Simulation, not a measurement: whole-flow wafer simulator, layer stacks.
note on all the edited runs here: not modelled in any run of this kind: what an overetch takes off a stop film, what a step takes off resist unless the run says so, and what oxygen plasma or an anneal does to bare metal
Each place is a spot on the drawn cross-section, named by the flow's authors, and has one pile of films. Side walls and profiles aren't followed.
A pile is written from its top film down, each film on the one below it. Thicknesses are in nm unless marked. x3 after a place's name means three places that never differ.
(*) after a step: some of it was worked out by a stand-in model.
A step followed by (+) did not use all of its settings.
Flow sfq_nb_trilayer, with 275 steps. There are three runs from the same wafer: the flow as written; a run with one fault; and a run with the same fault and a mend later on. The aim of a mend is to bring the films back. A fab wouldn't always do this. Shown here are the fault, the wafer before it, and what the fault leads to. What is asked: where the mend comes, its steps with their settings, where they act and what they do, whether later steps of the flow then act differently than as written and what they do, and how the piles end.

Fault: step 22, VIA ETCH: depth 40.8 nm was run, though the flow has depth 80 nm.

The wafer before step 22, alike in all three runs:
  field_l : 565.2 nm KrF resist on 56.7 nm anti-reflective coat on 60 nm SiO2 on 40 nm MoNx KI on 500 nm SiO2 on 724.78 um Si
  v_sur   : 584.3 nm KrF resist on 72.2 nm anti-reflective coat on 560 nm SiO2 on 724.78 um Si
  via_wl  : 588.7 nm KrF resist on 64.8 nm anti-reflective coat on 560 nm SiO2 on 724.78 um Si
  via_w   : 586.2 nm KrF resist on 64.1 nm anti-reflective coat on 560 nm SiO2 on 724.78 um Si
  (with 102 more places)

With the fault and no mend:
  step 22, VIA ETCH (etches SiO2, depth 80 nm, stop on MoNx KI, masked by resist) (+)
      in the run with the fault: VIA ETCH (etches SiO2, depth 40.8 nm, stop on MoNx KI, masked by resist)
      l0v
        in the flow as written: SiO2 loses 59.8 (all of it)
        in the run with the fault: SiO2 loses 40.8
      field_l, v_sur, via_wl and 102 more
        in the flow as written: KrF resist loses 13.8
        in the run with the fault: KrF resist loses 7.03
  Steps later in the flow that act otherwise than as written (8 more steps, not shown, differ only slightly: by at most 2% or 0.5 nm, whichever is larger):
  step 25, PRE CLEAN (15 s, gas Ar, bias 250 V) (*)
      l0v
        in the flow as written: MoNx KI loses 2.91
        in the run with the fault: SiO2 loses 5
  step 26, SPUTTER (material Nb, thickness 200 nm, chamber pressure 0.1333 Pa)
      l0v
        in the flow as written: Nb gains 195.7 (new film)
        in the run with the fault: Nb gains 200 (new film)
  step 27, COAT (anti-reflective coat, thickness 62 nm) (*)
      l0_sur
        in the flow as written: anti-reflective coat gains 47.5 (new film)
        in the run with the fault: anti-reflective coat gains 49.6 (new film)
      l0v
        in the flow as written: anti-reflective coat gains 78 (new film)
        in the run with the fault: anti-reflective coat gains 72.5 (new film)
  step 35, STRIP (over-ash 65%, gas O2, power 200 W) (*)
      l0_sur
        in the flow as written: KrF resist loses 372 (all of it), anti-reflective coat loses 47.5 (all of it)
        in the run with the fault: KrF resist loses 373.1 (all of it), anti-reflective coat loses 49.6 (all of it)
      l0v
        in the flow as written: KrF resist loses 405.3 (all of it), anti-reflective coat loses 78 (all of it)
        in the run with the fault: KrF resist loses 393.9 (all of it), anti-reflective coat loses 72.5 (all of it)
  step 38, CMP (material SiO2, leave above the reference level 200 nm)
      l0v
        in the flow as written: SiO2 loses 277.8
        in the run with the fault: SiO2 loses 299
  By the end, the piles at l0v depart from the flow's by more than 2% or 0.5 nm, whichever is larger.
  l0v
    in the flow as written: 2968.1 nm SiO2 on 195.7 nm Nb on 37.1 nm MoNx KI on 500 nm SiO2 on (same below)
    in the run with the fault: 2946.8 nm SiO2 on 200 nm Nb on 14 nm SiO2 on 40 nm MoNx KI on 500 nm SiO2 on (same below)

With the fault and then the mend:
  The mend stands after step 23.
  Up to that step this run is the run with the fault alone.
  step 23a, COAT (anti-reflective coat, thickness 62 nm) (*) (a further turn of the flow's step 15)
      p4_fl x3, p4_w1 x9, p4_g1 x2 and 59 more
        anti-reflective coat gains 62 (new film)
      jj_sur, ce_l, c5j, ce_r, sp_r, be_r, r_sur, res
        anti-reflective coat gains 63.6 (new film)
      be, be_sur, gap, r_end, moat, field_r, lsp_l
        anti-reflective coat gains 63.7 (new film)
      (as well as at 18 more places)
  step 23b, COAT (KrF resist, thickness 650 nm) (*) (a further turn of the flow's step 16)
      p4_fl x3, p4_w1 x9, p4_g1 x2 and 59 more
        KrF resist gains 650 (new film)
      jj_sur, ce_l, c5j, ce_r, sp_r, be_r, r_sur, res
        KrF resist gains 656.8 (new film)
      l0r_line_l, l0r_line_c, l0r_line_r
        KrF resist gains 646 (new film)
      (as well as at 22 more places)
  step 23c, SOFTBAKE (KrF resist) (a further turn of the flow's step 17)
      leaves every film unchanged at each place that is followed
  step 23d, EXPOSE (photomask L0V, dose 12.41 mJ/cm2, NA 0.6, wavelength 248 nm) (*) (a further turn of the flow's step 18)
      leaves every film unchanged at each place that is followed
  step 23e, PEB (KrF resist, 90 s) (a further turn of the flow's step 19)
      p4_fl x3, p4_w1 x9, p4_g1 x2 and 59 more
        KrF resist loses 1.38
      via_v, wire, be and 16 more
        KrF resist loses 1.39
      v_sur, via_w, via_wr, via_sp, ln_m6, lsp_r, l0v
        KrF resist loses 1.4
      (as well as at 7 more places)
  step 23f, DEVELOP (KrF resist, thickness 650 nm, 60 s) (a further turn of the flow's step 20)
      field_l, v_sur, via_wl and 102 more
        KrF resist loses 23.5
      l0v
        KrF resist loses 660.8 (all of it)
  step 23g, VIA ETCH (etches anti-reflective coat, depth 125 nm, masked by resist) (*) (+) (a further turn of the flow's step 21)
      field_l, v_sur, via_wl and 102 more
        KrF resist loses 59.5
      l0v
        anti-reflective coat loses 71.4 (all of it), SiO2 loses 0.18
  step 23h, VIA ETCH (etches SiO2, depth 39.2 nm, stop on MoNx KI, masked by resist) (+) (a further turn of the flow's step 22, with different settings)
      field_l, v_sur, via_wl and 102 more
        KrF resist loses 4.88
      l0v
        SiO2 loses 18.9 (all of it)
  step 23i, STRIP (over-ash 65%, gas O2, power 200 W) (*) (a further turn of the flow's step 23)
      p4_fl x3, p4_w1 x9, p4_g1 x2 and 59 more
        KrF resist loses 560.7 (all of it), anti-reflective coat loses 62 (all of it)
      jj_sur, ce_l, c5j, ce_r, sp_r, be_r, r_sur, res
        KrF resist loses 567.5 (all of it), anti-reflective coat loses 63.6 (all of it)
      l0r_line_l, l0r_line_c, l0r_line_r
        KrF resist loses 556.8 (all of it), anti-reflective coat loses 59 (all of it)
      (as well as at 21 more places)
  Later steps of the flow that are run all act as written at every place that is followed.
  At every place that both follow, the piles at the end match the flow's.
